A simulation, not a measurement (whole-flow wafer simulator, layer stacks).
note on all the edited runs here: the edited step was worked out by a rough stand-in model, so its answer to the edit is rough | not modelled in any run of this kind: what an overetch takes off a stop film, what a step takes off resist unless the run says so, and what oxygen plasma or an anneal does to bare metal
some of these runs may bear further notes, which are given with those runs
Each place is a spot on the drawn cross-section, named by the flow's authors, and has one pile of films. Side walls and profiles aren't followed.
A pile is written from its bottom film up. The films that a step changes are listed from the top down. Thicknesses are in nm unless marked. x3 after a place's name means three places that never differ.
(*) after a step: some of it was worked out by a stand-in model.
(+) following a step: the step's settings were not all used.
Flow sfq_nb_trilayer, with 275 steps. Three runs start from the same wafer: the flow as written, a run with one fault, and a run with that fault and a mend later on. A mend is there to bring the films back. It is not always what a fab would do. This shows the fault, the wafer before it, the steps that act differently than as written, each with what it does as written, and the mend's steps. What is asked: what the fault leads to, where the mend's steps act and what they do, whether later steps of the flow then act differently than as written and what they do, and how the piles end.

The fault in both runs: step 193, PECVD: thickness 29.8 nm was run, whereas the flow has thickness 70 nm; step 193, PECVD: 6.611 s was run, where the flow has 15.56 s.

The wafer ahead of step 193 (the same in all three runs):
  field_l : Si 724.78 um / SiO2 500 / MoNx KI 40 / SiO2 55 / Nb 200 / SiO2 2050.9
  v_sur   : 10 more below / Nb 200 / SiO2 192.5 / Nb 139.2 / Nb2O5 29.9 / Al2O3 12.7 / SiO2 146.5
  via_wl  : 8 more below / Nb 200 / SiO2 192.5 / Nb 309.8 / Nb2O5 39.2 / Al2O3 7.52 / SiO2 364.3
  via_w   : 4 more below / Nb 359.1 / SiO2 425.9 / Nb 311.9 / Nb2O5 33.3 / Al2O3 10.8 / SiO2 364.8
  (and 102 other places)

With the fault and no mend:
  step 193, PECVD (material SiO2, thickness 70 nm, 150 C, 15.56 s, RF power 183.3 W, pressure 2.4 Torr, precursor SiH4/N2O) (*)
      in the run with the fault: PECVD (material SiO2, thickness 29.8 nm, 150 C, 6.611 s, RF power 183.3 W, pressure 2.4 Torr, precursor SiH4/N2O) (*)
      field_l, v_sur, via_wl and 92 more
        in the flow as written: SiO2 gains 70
        in the run with the fault: SiO2 gains 29.8
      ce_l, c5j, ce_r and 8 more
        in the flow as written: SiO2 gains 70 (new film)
        in the run with the fault: SiO2 gains 29.8 (new film)
  Steps later in the flow that act otherwise than as written (8 other steps are not shown; they differ only slightly, by no more than 2% or 0.5 nm, whichever is larger):
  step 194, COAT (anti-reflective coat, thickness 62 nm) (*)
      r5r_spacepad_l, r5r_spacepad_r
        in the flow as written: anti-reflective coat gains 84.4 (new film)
        in the run with the fault: anti-reflective coat gains 82.7 (new film)
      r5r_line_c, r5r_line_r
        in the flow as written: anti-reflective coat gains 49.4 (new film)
        in the run with the fault: anti-reflective coat gains 48.4 (new film)
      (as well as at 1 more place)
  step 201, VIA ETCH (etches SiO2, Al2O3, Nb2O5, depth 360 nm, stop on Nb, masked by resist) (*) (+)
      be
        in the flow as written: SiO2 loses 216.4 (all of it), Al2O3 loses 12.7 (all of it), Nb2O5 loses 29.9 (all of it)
        in the run with the fault: SiO2 loses 176.2 (all of it), Al2O3 loses 12.7 (all of it), Nb2O5 loses 29.9 (all of it)
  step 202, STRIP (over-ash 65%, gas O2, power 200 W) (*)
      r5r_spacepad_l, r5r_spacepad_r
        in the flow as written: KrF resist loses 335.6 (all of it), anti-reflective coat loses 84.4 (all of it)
        in the run with the fault: KrF resist loses 336 (all of it), anti-reflective coat loses 82.7 (all of it)
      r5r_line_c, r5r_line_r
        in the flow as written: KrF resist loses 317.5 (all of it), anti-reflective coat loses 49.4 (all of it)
        in the run with the fault: KrF resist loses 317.2 (all of it), anti-reflective coat loses 48.4 (all of it)
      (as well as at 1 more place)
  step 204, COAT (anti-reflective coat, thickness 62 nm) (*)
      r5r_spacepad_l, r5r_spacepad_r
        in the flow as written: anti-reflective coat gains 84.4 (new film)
        in the run with the fault: anti-reflective coat gains 82.7 (new film)
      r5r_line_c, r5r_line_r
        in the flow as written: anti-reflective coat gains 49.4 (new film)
        in the run with the fault: anti-reflective coat gains 48.4 (new film)
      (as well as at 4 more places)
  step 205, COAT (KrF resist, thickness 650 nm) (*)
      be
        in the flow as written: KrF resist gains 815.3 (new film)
        in the run with the fault: KrF resist gains 786.6 (new film)
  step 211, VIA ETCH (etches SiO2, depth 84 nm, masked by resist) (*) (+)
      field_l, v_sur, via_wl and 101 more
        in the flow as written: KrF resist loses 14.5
        in the run with the fault: KrF resist loses 7.67
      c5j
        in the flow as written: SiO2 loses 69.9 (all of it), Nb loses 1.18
        in the run with the fault: SiO2 loses 29.7 (all of it), Nb loses 1.23
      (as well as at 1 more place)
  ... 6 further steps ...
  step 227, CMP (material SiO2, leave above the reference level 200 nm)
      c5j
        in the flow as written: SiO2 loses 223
        in the run with the fault: SiO2 loses 260
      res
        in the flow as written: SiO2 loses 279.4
        in the run with the fault: SiO2 loses 326.7
  At v_sur, via_wl, via_w and 79 more, the piles at the end differ from the flow's by more than 2% or 0.5 nm, whichever is larger.
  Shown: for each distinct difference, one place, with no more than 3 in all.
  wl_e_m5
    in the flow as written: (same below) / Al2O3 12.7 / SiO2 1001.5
    in the run with the fault: (same below) / Al2O3 12.7 / SiO2 961.3
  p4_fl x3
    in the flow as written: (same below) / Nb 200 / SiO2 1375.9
    in the run with the fault: (same below) / Nb 200 / SiO2 1335.7
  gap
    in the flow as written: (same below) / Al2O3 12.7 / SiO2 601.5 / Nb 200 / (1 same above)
    in the run with the fault: (same below) / Al2O3 12.7 / SiO2 561.3 / Nb 200 / (1 same above)

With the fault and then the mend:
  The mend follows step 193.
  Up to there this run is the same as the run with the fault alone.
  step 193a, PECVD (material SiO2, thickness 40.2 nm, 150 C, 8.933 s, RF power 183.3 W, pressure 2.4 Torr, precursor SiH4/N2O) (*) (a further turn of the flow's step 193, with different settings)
      field_l, v_sur, via_wl and 103 more
        SiO2 gains 40.2
  None of the later steps of the flow differs from how it acts as written, at any place that is followed, by more than 2% or 0.5 nm, whichever is larger.
  By the end, the piles equal the flow's at every place that both follow.
